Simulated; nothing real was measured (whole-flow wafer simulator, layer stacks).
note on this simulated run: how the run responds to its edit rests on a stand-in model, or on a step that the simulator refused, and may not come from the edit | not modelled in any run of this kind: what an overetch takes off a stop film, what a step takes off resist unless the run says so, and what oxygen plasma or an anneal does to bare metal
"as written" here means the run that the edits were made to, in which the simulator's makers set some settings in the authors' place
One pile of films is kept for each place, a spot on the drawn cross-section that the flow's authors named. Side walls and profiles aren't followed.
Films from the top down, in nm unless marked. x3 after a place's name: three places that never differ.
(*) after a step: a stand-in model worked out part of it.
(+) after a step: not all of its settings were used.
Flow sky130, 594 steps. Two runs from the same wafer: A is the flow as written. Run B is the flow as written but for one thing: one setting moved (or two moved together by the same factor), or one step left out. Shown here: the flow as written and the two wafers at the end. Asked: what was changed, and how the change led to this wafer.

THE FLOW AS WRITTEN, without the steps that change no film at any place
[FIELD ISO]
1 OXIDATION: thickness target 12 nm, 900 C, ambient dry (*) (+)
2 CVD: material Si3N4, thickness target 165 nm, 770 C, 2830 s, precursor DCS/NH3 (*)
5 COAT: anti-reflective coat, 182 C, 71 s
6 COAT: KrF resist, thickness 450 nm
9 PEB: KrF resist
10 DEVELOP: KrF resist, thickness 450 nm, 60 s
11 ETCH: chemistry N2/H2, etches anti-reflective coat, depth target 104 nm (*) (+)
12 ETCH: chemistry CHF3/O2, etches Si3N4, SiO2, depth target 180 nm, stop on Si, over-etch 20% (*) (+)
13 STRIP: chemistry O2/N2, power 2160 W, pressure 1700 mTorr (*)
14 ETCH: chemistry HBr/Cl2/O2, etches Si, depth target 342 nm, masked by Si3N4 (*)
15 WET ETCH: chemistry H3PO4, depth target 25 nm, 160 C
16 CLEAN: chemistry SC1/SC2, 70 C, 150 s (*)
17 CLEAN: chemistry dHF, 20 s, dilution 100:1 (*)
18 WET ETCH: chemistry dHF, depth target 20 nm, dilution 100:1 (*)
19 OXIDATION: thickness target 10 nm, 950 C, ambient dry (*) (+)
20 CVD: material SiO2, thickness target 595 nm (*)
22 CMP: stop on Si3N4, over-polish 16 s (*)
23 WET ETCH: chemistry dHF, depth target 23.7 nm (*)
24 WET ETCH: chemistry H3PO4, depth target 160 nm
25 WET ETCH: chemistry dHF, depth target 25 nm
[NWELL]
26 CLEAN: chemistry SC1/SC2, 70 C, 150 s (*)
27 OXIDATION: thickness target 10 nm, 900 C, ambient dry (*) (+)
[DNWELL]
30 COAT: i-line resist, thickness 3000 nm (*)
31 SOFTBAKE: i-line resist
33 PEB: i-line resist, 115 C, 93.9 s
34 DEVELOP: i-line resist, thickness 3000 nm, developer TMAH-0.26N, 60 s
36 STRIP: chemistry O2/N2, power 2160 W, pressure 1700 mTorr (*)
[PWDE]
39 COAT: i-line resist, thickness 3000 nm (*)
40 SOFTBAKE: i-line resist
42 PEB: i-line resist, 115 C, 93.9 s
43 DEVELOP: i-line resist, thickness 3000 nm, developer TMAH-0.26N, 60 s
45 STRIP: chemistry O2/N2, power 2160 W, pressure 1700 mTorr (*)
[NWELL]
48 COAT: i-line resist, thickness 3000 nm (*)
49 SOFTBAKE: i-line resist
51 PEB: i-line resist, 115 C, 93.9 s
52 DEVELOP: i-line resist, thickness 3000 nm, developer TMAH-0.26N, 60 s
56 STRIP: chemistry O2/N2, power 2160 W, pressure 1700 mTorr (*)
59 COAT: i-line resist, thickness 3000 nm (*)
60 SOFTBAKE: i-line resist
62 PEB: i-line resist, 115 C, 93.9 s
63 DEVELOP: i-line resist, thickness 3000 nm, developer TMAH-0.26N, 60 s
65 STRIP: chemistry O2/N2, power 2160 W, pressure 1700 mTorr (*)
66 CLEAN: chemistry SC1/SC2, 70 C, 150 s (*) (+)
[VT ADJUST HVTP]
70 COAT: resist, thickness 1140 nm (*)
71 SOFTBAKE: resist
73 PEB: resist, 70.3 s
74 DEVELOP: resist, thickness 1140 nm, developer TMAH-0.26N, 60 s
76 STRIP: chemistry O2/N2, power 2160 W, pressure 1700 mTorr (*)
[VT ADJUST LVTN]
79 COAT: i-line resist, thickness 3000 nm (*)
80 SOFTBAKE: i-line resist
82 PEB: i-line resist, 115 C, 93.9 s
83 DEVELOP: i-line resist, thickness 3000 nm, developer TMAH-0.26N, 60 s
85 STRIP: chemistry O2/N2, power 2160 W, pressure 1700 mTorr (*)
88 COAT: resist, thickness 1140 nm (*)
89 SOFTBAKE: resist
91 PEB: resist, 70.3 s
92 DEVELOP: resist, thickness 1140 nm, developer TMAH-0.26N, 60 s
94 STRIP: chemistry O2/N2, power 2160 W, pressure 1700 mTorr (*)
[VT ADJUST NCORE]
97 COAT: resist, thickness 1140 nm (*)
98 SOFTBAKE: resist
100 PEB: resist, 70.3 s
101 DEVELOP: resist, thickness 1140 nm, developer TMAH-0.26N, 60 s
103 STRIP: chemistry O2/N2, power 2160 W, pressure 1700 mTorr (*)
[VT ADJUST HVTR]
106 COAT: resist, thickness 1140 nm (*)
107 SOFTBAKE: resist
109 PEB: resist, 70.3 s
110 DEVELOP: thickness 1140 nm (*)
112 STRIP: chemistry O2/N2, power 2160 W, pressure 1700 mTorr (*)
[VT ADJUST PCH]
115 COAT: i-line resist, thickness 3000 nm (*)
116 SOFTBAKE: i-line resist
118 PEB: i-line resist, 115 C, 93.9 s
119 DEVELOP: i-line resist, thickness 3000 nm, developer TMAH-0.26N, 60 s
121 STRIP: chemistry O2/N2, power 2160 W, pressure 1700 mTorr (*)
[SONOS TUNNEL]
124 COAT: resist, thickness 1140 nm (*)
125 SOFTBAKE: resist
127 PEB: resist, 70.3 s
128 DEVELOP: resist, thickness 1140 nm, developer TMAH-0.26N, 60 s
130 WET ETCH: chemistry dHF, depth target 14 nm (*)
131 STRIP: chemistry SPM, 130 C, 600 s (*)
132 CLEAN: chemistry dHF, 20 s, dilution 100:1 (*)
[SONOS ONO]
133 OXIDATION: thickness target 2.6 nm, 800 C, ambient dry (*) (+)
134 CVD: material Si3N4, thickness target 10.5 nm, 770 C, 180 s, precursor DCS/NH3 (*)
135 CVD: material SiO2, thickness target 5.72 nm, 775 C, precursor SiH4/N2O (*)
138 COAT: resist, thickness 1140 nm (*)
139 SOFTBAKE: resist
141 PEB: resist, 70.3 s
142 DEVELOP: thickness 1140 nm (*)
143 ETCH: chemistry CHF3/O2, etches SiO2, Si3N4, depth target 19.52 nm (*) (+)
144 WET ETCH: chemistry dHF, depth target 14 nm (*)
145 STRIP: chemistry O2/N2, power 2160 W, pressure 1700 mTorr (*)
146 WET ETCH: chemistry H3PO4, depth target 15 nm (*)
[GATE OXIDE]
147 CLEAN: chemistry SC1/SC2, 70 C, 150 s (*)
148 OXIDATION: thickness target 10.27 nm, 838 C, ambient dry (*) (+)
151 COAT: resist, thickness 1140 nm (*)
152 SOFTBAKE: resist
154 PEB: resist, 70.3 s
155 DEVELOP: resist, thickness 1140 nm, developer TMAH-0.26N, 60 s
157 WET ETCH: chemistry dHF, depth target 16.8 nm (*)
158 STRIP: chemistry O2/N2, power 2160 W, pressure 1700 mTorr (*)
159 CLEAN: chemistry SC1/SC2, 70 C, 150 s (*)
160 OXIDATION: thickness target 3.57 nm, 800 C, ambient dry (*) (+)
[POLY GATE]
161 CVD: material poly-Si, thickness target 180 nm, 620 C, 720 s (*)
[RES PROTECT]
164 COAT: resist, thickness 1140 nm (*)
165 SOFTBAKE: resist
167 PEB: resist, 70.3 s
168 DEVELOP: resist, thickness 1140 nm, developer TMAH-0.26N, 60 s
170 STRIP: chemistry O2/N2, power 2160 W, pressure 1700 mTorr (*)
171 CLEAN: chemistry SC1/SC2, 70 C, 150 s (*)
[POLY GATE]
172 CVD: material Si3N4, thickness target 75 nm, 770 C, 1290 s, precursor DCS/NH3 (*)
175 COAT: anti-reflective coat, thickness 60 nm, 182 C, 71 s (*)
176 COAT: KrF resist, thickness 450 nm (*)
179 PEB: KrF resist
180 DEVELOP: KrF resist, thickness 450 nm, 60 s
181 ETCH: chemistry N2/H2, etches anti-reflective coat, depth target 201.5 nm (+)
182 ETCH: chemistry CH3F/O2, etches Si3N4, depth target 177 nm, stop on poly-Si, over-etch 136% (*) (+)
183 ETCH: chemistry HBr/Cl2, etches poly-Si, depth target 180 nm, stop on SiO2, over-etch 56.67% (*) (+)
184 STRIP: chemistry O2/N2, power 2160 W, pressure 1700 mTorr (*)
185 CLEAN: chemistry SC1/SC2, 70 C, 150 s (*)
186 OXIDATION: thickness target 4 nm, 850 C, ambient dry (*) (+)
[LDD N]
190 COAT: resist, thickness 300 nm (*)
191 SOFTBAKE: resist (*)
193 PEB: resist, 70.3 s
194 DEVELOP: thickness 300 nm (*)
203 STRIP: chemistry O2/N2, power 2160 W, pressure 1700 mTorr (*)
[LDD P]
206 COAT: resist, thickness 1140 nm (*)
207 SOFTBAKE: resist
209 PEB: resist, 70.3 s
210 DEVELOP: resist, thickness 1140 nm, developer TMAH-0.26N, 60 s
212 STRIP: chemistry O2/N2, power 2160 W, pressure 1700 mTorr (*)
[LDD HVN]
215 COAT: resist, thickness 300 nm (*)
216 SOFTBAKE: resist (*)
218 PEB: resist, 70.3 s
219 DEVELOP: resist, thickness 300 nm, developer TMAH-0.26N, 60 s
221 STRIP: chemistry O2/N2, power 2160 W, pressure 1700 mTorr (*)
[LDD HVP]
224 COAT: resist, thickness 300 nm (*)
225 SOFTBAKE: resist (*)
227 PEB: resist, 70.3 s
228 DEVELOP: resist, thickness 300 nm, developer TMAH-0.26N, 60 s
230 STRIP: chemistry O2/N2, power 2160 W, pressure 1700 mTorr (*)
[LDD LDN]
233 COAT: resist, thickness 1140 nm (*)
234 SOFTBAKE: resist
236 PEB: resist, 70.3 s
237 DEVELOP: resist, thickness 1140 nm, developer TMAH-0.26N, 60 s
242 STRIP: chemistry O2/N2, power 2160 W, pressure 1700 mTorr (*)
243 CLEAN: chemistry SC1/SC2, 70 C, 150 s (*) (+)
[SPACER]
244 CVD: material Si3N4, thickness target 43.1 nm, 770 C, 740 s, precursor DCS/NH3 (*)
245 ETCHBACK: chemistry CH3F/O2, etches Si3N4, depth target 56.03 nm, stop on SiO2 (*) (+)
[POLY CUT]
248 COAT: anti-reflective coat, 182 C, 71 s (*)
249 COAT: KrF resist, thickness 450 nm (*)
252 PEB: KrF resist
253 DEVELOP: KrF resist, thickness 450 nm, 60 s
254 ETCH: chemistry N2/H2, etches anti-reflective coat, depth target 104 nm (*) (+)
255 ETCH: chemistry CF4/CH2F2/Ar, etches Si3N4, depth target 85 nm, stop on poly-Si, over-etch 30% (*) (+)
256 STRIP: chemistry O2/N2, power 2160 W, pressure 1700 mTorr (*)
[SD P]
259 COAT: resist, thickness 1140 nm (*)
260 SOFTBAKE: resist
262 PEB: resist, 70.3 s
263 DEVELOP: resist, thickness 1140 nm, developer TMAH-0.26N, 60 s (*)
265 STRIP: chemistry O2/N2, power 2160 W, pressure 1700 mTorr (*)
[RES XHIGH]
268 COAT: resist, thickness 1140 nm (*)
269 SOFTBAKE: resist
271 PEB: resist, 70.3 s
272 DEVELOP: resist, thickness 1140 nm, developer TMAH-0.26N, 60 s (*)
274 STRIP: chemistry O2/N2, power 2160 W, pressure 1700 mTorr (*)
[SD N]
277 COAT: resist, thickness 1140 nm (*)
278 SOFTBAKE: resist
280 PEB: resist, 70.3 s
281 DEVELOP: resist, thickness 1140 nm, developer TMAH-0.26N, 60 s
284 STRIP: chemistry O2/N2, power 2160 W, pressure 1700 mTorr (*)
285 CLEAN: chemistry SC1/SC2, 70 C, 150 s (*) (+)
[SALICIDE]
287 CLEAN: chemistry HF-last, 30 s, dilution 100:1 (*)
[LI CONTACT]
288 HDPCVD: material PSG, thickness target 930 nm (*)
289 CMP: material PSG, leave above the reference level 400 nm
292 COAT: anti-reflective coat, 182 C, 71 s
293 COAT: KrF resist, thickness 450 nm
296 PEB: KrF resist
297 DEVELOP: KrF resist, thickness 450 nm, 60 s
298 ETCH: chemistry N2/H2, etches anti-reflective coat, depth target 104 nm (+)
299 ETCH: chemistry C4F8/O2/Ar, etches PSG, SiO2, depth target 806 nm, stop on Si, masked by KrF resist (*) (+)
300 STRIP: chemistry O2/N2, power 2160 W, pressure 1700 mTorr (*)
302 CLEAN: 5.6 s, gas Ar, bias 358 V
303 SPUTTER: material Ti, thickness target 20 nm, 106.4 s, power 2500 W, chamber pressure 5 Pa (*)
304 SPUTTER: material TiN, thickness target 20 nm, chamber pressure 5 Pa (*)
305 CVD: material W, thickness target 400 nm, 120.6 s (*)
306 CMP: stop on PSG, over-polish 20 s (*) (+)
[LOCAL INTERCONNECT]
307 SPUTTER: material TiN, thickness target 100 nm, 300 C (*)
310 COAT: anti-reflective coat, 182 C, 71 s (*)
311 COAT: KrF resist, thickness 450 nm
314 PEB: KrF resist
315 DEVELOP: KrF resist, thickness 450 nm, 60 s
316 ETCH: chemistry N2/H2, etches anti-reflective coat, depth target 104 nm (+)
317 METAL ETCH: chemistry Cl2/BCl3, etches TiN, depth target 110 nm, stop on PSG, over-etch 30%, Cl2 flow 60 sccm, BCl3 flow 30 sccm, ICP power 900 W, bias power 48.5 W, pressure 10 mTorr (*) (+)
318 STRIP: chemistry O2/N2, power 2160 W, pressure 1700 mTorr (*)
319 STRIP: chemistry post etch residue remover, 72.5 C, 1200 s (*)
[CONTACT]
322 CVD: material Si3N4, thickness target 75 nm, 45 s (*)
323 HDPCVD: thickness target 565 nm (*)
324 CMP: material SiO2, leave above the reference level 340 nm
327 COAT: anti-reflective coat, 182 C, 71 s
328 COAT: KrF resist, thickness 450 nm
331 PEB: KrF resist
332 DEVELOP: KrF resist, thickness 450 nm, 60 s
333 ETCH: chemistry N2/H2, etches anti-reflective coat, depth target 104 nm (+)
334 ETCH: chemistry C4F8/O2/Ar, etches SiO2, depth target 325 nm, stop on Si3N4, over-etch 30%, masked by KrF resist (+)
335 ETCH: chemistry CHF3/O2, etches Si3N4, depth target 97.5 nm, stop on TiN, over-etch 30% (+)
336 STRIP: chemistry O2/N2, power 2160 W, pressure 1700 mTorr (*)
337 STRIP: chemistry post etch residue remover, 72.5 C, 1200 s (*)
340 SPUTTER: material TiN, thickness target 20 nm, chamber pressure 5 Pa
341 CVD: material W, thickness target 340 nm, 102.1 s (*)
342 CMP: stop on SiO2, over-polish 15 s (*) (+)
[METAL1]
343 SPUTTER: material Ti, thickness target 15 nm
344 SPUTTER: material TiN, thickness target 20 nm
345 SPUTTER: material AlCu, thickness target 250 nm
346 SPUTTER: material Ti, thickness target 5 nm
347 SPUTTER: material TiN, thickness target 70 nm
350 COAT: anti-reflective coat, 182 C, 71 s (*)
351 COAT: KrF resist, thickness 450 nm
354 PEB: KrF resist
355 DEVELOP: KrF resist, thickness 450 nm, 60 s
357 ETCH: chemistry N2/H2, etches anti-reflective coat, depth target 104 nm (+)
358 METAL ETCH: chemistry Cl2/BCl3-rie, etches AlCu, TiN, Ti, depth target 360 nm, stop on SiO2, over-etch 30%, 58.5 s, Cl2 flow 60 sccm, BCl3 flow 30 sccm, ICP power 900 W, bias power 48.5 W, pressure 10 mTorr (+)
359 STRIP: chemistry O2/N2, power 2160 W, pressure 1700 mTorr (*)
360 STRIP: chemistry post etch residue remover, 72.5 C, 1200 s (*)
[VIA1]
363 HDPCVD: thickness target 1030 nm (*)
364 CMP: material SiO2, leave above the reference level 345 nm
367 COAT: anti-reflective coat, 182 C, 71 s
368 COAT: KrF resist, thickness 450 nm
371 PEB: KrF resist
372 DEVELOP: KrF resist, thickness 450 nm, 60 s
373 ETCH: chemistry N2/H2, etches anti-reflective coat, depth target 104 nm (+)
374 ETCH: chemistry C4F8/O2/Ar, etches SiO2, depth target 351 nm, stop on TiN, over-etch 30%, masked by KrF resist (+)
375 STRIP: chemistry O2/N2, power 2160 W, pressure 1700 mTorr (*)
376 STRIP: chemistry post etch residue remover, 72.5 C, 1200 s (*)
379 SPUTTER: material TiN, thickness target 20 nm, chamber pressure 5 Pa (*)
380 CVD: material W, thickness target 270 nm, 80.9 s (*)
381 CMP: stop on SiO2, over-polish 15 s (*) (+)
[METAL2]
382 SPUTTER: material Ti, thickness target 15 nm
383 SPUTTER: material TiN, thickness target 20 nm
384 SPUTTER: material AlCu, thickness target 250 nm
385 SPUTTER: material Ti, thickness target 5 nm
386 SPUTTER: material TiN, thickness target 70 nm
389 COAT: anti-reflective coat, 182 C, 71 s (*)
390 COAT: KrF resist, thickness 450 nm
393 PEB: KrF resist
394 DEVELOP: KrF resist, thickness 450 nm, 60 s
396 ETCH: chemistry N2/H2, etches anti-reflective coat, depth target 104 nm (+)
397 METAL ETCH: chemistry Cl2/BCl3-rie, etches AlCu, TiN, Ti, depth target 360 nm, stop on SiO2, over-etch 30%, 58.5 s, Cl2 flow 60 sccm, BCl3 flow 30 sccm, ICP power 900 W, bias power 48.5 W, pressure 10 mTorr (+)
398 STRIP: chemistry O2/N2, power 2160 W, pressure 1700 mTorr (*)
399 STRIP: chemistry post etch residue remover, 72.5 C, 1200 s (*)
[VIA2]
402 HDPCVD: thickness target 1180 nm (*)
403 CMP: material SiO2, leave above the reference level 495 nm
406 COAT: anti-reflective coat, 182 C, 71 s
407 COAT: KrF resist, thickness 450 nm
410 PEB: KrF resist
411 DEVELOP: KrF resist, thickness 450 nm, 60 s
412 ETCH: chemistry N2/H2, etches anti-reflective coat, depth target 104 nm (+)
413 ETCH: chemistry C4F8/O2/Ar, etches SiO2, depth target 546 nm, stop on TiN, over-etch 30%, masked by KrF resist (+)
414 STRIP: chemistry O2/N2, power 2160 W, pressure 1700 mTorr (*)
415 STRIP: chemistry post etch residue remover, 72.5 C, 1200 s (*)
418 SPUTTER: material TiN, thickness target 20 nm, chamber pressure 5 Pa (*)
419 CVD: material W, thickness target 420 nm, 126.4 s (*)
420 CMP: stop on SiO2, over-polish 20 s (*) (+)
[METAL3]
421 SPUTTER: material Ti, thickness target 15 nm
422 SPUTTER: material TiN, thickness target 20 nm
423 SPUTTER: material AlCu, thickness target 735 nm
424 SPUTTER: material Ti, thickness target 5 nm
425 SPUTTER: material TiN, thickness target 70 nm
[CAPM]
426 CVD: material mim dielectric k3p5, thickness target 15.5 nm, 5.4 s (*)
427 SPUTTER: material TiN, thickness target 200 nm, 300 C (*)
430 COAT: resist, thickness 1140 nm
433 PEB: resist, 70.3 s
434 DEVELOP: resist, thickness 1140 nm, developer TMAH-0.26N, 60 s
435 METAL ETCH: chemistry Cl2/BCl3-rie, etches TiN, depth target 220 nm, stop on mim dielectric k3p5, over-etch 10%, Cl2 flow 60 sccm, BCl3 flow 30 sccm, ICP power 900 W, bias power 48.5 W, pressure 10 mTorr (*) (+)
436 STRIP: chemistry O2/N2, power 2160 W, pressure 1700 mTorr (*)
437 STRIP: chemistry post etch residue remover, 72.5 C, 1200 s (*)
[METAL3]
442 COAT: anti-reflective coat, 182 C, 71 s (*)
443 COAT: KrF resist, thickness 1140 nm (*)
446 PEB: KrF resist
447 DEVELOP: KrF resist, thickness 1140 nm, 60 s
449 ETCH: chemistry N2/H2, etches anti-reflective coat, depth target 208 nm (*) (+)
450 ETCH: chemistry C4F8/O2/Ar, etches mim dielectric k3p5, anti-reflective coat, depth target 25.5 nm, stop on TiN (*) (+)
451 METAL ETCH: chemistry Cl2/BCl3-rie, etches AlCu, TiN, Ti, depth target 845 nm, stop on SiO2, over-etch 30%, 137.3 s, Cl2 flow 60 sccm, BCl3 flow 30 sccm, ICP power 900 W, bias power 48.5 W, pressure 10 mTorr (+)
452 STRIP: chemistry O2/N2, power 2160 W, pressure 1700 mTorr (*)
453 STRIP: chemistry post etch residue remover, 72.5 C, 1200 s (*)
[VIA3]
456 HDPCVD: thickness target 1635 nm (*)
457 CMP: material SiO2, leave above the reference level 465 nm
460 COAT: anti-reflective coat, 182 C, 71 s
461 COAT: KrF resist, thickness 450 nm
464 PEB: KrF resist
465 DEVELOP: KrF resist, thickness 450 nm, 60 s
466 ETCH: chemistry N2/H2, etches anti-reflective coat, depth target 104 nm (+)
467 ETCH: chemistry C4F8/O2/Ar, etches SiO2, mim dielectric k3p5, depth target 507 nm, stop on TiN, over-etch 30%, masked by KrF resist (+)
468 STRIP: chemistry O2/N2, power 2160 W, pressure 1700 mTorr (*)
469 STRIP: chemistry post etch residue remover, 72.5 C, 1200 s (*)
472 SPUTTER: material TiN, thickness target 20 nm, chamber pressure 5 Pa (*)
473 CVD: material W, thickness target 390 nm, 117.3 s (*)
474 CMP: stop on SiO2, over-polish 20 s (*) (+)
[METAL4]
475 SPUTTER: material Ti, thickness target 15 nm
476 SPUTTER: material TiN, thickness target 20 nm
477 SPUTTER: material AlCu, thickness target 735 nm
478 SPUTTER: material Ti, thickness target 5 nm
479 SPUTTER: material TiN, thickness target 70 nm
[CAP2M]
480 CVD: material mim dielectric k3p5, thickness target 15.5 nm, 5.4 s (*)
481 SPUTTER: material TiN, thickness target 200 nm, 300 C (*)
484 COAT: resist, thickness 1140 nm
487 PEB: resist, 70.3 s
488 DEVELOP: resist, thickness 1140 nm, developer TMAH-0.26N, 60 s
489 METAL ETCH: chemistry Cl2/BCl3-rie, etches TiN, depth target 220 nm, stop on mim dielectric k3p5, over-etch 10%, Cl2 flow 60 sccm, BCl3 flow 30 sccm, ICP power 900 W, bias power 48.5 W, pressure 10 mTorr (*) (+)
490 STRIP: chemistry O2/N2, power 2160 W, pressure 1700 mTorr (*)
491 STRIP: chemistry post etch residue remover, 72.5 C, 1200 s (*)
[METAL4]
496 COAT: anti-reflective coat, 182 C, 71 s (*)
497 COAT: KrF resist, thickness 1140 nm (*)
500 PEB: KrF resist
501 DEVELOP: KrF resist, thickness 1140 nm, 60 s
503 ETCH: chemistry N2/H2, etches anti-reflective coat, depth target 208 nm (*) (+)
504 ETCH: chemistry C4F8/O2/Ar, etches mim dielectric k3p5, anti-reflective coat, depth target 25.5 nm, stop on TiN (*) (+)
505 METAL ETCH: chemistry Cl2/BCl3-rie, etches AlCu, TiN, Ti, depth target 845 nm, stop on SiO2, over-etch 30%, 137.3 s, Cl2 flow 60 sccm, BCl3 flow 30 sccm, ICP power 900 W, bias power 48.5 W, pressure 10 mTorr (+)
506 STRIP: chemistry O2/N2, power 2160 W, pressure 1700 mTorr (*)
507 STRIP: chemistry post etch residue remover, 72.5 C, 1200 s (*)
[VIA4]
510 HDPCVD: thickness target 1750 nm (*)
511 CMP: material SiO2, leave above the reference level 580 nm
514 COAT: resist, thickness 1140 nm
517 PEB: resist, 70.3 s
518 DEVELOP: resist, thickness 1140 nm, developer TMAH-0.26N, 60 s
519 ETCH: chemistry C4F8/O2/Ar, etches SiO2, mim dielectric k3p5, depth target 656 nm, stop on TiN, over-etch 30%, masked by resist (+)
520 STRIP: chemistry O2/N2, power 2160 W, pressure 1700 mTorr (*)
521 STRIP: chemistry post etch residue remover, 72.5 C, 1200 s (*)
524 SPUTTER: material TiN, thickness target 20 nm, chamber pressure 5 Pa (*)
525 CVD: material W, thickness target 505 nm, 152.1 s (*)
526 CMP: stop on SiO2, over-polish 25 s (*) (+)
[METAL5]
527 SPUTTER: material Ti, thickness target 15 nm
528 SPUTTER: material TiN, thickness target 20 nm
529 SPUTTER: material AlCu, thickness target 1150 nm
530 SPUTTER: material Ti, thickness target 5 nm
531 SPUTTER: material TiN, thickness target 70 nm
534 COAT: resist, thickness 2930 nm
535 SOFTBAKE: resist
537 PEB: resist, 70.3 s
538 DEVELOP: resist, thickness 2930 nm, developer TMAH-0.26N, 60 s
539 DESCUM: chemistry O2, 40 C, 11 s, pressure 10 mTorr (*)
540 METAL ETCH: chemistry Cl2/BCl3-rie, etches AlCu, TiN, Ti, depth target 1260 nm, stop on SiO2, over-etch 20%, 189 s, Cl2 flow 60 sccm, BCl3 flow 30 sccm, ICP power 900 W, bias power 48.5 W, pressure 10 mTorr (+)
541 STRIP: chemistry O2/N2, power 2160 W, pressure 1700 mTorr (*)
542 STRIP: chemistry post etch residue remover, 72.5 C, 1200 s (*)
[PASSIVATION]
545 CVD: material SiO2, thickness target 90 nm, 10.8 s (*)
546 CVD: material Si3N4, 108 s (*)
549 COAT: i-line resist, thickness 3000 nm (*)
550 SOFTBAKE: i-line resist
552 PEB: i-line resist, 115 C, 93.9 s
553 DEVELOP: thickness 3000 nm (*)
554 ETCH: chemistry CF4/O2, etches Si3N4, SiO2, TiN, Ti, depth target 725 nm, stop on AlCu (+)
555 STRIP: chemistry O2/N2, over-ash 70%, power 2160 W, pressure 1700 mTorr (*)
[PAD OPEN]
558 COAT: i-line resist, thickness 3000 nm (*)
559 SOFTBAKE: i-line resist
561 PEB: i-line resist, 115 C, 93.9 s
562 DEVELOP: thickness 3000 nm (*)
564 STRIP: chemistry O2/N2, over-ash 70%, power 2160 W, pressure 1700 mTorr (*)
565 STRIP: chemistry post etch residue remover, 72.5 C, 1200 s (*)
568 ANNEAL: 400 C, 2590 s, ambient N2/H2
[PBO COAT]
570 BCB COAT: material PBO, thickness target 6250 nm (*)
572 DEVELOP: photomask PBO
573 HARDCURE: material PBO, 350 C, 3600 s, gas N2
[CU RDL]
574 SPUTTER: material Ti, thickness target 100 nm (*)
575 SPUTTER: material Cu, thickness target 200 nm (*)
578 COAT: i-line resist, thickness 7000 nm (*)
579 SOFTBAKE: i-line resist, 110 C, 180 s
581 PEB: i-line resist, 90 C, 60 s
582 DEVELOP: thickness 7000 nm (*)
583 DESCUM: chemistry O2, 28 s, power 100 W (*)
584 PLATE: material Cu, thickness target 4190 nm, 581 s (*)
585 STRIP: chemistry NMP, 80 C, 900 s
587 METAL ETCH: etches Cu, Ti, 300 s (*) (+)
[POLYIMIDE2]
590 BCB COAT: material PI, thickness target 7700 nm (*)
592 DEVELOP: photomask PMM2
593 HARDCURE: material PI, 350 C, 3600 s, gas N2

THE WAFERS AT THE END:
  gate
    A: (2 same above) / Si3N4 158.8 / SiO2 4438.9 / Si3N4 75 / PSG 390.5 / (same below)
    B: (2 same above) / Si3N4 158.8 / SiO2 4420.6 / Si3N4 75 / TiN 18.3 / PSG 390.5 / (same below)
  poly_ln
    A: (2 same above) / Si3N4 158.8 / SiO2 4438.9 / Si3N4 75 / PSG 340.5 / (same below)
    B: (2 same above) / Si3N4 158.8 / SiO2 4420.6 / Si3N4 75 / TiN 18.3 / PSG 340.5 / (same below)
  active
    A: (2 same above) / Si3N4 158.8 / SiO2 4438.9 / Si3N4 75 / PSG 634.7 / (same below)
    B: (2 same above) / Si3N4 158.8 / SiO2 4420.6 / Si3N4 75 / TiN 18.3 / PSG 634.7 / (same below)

The cause: step 316, ETCH: depth target 59.8 nm was run, where the flow has depth target 104 nm.

How the change led to this, step by step:
  316 ETCH: chemistry N2/H2, etches anti-reflective coat, depth target 104 nm (+)
      field, active, gate and 87 more: A anti-reflective coat -80 (all of it), TiN -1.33 | B anti-reflective coat -59.8
      rpo_hd: A anti-reflective coat -80 (all of it), TiN -1.34 | B anti-reflective coat -59.8
      (and at 100 more places)
  317 METAL ETCH: chemistry Cl2/BCl3, etches TiN, depth target 110 nm, stop on PSG, over-etch 30%, Cl2 flow 60 sccm, BCl3 flow 30 sccm, ICP power 900 W, bias power 48.5 W, pressure 10 mTorr (*) (+)
      field, active, gate and 84 more: A TiN -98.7 (all of it) | B anti-reflective coat -20.2 (all of it), TiN -81.2
      rpo_hd, rpm_encl, rpm_encl_psd, iso_guard_nsd_tip: A TiN -98.7 (all of it) | B anti-reflective coat -20.2 (all of it), TiN -81.3
  318 STRIP: chemistry O2/N2, power 2160 W, pressure 1700 mTorr (*)
      n_well, p_well, gate_hv and 93 more: A KrF resist -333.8 (all of it), anti-reflective coat -80 (all of it) | B KrF resist -358.4 (all of it), anti-reflective coat -80 (all of it)
      poly_licon, ndiff_licon, ndiff_licon_cpp, rpo_hd_licon: A KrF resist -333.9 (all of it), anti-reflective coat -80.5 (all of it) | B KrF resist -358.4 (all of it), anti-reflective coat -80.5 (all of it)
  324 CMP: material SiO2, leave above the reference level 340 nm
      field, active, gate and 84 more: A SiO2 -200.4 | B SiO2 -218.8
      rpo_hd, rpm_encl, rpm_encl_psd, iso_guard_nsd_tip: A SiO2 -200.4 | B SiO2 -218.7
Counting metal films that touch as one body, gate has 1 body; the flow as written gives 0 bodies.
Counting metal films that touch as one body, poly_ln has 1 body; the flow as written gives 0 bodies.
Counting metal films that touch as one body, active has 1 body; the flow as written gives 0 bodies.
